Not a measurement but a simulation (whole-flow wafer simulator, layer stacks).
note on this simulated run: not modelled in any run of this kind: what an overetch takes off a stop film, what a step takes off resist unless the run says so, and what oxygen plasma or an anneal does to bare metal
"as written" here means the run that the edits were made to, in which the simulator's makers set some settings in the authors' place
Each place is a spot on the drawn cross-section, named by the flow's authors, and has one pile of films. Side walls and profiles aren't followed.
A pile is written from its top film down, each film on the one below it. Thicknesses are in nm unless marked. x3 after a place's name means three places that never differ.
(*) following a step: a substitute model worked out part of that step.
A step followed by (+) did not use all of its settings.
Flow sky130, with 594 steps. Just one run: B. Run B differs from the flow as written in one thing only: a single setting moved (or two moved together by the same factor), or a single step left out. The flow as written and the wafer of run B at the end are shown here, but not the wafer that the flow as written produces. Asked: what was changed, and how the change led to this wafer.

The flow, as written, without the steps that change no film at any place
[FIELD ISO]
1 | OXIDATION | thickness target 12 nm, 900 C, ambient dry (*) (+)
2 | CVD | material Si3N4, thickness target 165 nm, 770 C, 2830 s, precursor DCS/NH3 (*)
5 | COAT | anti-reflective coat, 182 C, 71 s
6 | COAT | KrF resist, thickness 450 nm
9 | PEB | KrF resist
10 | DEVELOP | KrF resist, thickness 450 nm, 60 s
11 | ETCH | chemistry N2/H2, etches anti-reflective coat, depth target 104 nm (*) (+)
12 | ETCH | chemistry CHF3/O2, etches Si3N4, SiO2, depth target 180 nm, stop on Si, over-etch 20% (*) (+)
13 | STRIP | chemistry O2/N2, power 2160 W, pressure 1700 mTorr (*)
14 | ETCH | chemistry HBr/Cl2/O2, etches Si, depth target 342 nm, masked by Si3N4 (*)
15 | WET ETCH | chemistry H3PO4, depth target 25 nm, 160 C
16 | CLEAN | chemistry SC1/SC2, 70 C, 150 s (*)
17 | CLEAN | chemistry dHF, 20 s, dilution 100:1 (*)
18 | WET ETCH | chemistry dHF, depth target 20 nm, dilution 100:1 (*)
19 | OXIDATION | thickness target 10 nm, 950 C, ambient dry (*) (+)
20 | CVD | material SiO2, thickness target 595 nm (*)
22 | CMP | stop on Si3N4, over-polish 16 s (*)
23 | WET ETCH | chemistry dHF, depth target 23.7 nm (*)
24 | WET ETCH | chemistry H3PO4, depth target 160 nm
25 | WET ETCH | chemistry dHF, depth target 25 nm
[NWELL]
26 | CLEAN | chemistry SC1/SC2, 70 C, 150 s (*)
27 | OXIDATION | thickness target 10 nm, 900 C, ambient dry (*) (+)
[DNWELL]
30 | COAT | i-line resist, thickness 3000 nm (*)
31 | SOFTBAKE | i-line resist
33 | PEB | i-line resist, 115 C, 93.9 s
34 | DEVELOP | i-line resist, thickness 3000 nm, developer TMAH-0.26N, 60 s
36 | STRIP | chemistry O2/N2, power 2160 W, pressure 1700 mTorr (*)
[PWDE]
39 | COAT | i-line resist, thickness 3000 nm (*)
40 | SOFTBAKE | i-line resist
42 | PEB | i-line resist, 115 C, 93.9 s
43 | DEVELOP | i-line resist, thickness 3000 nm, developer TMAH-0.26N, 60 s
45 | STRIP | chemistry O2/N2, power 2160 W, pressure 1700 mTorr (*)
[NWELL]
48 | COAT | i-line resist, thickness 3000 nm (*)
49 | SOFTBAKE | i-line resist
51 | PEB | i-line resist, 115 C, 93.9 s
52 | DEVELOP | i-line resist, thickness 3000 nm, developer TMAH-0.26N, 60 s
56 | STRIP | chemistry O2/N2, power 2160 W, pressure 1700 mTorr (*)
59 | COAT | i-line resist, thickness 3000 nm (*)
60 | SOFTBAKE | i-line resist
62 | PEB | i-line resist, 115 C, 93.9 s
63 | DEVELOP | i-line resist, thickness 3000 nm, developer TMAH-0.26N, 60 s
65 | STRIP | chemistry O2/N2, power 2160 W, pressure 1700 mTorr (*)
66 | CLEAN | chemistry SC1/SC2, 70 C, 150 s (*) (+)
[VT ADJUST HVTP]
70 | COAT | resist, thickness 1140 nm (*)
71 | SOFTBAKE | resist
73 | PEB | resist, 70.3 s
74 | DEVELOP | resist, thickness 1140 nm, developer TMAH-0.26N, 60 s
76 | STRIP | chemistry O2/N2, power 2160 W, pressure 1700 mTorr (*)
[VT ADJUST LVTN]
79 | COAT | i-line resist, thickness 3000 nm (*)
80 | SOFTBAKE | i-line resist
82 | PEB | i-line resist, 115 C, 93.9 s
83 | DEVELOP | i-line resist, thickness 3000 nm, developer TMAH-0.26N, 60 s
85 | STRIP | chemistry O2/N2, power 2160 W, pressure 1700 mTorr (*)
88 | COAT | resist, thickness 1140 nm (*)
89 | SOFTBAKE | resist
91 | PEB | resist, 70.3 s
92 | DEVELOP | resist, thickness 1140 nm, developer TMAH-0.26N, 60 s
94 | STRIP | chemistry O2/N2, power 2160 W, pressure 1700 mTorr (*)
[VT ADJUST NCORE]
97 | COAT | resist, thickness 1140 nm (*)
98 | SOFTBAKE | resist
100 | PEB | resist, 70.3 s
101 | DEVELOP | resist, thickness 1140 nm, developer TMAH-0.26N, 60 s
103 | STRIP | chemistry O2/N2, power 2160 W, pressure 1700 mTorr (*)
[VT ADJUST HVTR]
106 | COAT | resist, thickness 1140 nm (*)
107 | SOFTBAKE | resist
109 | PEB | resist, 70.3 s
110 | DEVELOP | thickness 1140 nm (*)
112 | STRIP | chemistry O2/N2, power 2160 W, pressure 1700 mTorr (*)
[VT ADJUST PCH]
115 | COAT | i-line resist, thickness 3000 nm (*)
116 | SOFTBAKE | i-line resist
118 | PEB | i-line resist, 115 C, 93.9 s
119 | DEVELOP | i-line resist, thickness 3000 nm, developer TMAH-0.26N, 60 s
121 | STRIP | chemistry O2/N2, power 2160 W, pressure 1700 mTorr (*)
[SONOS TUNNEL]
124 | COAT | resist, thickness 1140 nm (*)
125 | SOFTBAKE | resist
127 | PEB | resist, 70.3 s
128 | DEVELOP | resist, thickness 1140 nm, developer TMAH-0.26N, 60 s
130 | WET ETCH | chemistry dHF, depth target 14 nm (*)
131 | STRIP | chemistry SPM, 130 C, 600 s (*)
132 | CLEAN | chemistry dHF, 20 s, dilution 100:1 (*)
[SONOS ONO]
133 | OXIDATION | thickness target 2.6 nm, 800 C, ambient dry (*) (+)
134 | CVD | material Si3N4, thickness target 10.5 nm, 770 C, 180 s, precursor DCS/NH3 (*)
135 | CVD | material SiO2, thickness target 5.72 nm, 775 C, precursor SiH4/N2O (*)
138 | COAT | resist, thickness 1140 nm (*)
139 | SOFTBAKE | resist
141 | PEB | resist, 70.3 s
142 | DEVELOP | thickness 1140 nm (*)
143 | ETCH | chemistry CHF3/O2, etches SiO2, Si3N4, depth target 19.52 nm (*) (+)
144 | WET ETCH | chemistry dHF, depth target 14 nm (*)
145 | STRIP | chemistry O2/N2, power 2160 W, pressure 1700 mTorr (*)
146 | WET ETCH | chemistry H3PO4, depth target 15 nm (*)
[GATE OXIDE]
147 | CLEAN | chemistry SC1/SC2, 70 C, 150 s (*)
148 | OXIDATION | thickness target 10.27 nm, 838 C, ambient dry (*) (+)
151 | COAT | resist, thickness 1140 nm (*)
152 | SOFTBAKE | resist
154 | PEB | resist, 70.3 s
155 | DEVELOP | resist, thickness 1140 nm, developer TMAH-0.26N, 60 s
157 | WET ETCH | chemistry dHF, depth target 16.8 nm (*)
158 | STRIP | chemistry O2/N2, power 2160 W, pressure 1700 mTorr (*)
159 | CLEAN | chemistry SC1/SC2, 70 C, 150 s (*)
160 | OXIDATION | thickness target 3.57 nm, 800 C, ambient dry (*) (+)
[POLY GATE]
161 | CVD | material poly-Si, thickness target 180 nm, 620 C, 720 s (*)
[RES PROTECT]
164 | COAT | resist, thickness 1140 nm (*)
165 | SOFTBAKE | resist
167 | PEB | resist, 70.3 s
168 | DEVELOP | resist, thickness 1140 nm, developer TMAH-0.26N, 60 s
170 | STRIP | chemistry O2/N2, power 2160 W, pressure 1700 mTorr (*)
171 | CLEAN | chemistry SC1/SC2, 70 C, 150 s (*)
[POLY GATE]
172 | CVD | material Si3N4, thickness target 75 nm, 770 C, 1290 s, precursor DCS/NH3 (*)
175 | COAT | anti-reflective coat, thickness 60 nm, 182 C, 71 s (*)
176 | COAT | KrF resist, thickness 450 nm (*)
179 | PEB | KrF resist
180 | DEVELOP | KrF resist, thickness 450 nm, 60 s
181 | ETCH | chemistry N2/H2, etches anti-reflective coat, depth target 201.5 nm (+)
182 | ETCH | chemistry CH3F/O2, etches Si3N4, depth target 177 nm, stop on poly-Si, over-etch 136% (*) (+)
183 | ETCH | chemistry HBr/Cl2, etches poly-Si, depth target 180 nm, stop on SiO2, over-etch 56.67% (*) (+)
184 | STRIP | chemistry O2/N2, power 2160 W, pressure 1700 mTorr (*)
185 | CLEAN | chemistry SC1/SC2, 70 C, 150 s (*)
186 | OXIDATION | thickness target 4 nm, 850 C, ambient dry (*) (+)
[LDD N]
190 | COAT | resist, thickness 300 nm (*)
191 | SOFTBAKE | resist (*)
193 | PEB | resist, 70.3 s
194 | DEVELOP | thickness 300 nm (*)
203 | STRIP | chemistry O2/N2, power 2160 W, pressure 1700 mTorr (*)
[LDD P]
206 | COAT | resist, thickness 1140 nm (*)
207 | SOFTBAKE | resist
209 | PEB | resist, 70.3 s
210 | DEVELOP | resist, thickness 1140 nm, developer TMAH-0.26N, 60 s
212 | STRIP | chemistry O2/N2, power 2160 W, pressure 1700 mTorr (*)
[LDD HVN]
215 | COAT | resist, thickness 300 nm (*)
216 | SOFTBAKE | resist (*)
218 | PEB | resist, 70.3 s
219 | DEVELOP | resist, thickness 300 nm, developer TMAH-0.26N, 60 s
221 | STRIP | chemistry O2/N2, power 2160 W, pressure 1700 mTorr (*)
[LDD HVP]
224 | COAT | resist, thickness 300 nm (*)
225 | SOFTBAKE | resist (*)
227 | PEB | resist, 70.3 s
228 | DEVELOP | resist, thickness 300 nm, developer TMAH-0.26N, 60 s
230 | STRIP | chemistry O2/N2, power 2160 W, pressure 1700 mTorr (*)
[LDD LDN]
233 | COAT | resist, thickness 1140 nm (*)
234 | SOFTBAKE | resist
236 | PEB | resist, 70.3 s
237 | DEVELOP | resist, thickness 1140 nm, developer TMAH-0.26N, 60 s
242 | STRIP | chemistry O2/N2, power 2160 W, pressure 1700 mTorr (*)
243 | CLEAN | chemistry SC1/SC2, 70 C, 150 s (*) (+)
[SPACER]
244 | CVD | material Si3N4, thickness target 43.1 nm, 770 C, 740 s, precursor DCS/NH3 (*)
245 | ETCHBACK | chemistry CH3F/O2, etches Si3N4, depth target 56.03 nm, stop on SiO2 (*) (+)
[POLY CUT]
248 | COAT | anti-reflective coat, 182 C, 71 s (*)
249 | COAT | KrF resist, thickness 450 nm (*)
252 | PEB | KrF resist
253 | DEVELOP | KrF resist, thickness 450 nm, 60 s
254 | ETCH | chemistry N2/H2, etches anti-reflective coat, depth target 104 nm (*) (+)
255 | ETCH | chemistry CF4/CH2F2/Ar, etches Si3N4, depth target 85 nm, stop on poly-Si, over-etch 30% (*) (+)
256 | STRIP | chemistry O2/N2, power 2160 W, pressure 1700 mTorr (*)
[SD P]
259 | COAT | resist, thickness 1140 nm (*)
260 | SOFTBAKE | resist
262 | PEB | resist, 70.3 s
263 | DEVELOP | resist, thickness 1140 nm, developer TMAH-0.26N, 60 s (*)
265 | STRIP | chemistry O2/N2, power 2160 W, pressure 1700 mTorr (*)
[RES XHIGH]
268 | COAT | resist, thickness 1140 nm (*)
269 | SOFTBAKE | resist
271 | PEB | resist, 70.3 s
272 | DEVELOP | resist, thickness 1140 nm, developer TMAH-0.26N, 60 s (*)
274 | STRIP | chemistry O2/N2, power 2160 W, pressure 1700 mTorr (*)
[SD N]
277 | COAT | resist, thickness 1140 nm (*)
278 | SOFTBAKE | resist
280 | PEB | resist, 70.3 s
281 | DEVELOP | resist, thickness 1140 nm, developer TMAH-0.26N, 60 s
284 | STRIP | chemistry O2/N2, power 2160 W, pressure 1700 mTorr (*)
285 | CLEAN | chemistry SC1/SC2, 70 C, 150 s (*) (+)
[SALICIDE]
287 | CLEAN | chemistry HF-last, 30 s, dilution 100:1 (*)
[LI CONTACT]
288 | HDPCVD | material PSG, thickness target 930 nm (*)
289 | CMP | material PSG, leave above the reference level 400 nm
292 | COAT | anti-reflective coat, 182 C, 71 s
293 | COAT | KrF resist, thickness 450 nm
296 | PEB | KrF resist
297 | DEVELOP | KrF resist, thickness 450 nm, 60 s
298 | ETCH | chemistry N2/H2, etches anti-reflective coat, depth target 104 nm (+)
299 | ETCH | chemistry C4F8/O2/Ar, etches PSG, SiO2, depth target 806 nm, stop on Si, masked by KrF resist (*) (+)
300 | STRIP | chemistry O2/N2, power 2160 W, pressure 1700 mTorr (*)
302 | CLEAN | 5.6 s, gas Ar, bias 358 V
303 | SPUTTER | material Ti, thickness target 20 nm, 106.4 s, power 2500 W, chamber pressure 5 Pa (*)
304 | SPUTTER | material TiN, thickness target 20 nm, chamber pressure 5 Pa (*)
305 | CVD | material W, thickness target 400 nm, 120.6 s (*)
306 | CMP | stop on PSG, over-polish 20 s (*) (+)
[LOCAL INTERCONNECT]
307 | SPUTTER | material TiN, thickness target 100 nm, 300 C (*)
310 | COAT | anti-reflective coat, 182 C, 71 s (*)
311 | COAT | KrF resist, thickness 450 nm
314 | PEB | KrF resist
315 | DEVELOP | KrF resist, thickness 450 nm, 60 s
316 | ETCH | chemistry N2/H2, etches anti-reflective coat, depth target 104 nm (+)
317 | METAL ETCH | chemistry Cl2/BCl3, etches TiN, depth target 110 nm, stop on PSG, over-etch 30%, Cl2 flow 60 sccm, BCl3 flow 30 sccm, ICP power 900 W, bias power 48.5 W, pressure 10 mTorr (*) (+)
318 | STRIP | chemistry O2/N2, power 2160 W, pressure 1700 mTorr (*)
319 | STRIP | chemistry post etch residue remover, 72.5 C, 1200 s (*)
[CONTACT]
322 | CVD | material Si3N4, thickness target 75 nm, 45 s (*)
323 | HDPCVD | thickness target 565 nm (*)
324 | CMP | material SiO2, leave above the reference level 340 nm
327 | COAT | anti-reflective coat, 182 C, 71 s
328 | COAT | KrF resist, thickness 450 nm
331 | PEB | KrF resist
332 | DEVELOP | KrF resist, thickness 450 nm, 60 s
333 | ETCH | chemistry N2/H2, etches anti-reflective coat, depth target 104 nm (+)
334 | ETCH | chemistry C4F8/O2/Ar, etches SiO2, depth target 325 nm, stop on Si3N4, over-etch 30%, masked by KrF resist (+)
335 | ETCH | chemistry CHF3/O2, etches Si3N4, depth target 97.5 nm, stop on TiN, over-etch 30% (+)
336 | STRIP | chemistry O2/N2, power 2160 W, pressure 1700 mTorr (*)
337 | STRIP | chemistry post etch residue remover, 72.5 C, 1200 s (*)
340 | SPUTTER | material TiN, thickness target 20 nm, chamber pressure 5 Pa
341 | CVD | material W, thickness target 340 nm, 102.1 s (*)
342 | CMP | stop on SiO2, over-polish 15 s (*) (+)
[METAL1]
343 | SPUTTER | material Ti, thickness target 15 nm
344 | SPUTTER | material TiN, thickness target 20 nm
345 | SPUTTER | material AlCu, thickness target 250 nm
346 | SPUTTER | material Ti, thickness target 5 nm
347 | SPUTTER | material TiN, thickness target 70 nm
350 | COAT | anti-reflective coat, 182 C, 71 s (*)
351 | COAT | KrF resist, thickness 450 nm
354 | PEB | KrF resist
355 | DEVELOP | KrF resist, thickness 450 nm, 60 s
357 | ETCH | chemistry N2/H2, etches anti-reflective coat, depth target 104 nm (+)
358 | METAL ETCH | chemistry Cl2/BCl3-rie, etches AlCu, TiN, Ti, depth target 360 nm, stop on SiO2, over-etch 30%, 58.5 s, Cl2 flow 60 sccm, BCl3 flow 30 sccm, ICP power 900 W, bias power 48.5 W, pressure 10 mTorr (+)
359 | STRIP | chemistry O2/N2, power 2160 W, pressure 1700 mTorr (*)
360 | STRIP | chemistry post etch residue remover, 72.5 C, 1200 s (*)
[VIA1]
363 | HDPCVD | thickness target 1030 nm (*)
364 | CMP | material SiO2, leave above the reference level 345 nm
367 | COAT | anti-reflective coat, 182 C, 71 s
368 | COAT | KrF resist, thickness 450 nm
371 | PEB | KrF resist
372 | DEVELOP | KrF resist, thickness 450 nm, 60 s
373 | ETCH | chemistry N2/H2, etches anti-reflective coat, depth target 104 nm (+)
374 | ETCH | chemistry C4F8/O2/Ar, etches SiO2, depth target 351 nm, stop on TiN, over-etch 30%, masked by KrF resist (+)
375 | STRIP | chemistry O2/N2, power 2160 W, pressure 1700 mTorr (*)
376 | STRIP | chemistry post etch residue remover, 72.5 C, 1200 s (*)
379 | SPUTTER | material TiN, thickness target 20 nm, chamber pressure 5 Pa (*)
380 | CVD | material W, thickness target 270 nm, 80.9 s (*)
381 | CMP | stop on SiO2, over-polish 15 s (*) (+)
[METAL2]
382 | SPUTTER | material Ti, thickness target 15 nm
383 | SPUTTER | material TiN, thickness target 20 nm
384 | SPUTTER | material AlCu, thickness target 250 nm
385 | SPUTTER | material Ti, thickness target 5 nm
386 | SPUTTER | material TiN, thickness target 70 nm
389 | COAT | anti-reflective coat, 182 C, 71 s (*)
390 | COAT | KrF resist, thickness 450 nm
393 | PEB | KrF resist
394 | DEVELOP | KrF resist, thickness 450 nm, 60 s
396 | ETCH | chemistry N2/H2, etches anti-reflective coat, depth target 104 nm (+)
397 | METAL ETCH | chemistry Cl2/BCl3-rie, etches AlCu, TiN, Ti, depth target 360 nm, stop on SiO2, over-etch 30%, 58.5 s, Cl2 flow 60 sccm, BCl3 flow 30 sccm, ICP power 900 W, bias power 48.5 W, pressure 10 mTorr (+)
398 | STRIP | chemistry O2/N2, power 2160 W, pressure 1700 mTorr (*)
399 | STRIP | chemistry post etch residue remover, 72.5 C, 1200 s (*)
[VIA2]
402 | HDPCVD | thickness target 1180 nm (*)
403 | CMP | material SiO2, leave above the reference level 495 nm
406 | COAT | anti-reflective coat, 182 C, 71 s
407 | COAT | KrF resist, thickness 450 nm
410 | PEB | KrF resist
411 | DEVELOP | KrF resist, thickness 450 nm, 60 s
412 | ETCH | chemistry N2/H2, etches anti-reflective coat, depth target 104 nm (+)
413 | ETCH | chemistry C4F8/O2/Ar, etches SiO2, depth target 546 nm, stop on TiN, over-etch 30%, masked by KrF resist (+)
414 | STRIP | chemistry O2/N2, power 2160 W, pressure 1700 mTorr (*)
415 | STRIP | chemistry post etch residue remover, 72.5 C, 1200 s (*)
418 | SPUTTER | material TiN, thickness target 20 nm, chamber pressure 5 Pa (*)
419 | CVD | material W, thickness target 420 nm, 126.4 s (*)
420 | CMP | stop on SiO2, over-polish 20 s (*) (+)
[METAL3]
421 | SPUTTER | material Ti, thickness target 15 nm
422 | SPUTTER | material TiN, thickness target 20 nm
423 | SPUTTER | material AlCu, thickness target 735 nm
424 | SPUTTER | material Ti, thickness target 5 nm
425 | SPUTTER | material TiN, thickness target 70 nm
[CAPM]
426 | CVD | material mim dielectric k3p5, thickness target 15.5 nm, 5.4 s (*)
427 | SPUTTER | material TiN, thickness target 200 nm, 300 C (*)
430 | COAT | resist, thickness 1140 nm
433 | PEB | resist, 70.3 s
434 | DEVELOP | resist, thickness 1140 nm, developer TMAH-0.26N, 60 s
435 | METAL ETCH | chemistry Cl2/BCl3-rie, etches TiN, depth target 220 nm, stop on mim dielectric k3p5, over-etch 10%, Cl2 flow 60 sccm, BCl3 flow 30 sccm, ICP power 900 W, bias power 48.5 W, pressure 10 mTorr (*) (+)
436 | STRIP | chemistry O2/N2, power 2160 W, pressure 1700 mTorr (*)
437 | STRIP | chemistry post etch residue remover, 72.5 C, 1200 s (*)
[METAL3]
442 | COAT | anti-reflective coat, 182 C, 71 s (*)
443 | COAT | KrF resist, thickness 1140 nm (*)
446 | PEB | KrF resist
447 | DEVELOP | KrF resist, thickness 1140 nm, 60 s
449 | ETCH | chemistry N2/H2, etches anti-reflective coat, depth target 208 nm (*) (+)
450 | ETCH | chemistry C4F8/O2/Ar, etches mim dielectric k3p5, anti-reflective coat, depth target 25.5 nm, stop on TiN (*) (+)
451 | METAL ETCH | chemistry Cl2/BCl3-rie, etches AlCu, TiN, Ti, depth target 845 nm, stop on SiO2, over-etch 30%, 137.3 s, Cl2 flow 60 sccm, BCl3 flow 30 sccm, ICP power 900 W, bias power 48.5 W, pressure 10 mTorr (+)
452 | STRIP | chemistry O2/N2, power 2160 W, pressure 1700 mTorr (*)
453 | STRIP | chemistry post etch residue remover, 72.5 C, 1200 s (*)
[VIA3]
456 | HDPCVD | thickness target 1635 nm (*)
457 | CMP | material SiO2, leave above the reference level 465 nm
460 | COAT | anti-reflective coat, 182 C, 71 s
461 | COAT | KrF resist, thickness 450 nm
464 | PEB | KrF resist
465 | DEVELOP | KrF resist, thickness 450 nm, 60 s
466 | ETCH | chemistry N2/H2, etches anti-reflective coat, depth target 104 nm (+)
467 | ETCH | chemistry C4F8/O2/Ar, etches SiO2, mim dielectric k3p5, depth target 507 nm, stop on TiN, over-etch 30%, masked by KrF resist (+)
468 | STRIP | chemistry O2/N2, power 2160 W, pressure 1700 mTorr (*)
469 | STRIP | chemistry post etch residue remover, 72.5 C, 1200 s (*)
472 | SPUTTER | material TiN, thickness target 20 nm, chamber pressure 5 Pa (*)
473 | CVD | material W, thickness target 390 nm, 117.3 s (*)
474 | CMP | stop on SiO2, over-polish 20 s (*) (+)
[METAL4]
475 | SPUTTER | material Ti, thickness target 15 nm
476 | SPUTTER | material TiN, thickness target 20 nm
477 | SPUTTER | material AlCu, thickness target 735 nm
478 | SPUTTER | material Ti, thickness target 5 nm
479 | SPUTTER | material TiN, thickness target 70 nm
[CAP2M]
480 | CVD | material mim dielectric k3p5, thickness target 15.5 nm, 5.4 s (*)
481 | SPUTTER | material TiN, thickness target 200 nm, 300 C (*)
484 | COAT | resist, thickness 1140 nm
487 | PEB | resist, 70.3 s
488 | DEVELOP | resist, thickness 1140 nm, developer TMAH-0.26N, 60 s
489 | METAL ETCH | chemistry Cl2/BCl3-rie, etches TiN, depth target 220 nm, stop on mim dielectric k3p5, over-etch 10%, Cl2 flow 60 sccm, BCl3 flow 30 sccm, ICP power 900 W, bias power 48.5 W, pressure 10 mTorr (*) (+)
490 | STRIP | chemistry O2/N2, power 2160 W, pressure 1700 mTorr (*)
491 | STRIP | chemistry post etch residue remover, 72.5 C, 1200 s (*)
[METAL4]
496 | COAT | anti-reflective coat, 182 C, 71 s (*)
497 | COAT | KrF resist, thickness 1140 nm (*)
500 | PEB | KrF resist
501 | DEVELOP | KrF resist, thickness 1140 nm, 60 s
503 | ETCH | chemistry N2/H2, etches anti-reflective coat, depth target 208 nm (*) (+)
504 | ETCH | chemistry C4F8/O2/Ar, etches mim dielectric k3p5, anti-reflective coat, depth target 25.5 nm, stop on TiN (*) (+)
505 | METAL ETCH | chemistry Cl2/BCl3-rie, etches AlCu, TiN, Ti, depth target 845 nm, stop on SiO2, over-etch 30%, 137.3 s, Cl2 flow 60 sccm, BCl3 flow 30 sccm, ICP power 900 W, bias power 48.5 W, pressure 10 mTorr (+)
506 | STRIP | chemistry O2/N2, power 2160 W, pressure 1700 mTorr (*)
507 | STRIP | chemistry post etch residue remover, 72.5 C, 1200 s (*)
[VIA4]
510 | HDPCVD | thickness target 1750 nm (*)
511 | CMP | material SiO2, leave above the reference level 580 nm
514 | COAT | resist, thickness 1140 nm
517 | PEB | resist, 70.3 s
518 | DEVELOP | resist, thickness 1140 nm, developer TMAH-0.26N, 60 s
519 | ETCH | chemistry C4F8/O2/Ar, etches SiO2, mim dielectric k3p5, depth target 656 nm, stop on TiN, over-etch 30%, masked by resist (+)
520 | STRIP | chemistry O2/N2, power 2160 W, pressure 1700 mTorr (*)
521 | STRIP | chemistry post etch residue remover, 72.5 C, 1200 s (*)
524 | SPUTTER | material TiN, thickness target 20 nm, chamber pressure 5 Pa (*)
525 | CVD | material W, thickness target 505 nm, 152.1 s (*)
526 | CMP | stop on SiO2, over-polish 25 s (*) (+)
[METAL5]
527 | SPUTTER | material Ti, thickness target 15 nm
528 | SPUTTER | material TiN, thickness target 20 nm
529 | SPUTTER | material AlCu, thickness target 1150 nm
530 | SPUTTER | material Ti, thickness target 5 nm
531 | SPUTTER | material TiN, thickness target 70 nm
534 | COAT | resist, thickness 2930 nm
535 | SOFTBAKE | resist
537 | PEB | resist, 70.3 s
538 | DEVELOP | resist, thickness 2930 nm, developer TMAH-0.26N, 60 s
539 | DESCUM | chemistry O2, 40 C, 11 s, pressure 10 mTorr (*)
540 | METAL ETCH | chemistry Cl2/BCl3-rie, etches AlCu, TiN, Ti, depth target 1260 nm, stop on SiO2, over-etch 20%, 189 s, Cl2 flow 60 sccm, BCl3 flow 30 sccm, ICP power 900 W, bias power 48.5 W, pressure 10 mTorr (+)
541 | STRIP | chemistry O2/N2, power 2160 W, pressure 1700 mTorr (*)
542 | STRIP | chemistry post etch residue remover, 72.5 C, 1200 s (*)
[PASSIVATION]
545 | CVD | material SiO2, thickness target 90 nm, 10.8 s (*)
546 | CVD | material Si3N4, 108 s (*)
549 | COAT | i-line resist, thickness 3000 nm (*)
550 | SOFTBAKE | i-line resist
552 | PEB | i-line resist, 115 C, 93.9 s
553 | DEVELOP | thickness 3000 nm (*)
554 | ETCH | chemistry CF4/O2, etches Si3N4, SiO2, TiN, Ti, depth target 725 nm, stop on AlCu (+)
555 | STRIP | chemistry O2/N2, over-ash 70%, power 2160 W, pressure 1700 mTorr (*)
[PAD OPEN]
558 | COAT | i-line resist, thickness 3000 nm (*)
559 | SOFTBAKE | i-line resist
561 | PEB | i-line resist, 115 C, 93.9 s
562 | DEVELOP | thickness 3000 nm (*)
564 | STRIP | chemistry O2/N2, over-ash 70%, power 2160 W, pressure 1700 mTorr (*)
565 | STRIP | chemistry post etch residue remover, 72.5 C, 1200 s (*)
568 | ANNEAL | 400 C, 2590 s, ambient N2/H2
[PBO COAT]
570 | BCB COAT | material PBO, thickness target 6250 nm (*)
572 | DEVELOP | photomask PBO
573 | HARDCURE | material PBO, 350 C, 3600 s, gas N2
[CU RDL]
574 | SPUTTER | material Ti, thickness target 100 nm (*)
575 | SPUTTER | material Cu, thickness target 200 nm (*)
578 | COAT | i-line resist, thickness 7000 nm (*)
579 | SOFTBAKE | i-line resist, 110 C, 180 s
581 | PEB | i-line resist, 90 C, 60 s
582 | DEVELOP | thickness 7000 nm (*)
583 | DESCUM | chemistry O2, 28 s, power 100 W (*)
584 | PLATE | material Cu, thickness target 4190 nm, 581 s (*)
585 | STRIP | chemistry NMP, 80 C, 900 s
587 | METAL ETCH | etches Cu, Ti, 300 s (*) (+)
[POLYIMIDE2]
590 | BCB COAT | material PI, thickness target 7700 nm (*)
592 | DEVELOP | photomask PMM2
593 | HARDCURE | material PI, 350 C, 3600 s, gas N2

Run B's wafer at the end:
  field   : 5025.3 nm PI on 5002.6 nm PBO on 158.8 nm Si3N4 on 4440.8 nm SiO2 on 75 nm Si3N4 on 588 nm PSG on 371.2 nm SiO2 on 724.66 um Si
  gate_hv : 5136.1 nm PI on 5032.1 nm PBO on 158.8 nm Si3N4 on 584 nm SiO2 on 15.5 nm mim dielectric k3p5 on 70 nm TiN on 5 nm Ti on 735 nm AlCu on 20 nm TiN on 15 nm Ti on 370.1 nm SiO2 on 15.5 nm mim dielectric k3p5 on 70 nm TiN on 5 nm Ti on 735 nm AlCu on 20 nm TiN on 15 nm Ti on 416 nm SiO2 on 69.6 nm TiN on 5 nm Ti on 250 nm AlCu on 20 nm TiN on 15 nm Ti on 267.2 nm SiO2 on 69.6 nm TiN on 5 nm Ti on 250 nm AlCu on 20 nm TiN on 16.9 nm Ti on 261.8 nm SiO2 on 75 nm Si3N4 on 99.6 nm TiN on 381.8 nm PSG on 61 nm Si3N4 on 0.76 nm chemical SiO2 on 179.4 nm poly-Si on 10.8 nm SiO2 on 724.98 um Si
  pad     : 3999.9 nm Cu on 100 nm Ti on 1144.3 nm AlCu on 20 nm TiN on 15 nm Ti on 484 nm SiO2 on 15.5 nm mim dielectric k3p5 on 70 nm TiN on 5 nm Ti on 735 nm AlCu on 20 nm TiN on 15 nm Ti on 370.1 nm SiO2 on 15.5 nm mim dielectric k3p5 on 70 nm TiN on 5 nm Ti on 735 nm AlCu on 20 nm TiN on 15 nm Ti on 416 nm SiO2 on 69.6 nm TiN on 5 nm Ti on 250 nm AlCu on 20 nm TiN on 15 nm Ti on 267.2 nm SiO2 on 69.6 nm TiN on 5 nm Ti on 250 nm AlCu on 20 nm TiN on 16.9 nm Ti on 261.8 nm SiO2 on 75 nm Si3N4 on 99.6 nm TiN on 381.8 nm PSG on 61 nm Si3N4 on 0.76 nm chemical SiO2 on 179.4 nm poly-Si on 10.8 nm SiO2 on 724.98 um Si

The reason: step 343, SPUTTER: thickness target 16.9 nm was run, while the flow as written has thickness target 15 nm.
One can read it off the wafer: gate_hv has Ti 16.9, and step 343 as written asks for 15 nm.

Step by step, how the change led to this:
  343 | SPUTTER | material Ti, thickness target 15 nm
      field, active, n_well and 188 more: Ti gains 16.9 (new film) (as written it would have been: Ti gains 15 (new film))
  358 | METAL ETCH | chemistry Cl2/BCl3-rie, etches AlCu, TiN, Ti, depth target 360 nm, stop on SiO2, over-etch 30%, 58.5 s, Cl2 flow 60 sccm, BCl3 flow 30 sccm, ICP power 900 W, bias power 48.5 W, pressure 10 mTorr (+)
      field, active, gate and 81 more: TiN loses 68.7 (all of it), Ti loses 5 (all of it), AlCu loses 250 (all of it), TiN loses 20 (all of it), Ti loses 16.9 (all of it), SiO2 loses 10.7 (as written it would have been: TiN loses 68.7 (all of it), Ti loses 5 (all of it), AlCu loses 250 (all of it), TiN loses 20 (all of it), Ti loses 15 (all of it), SiO2 loses 10.9)
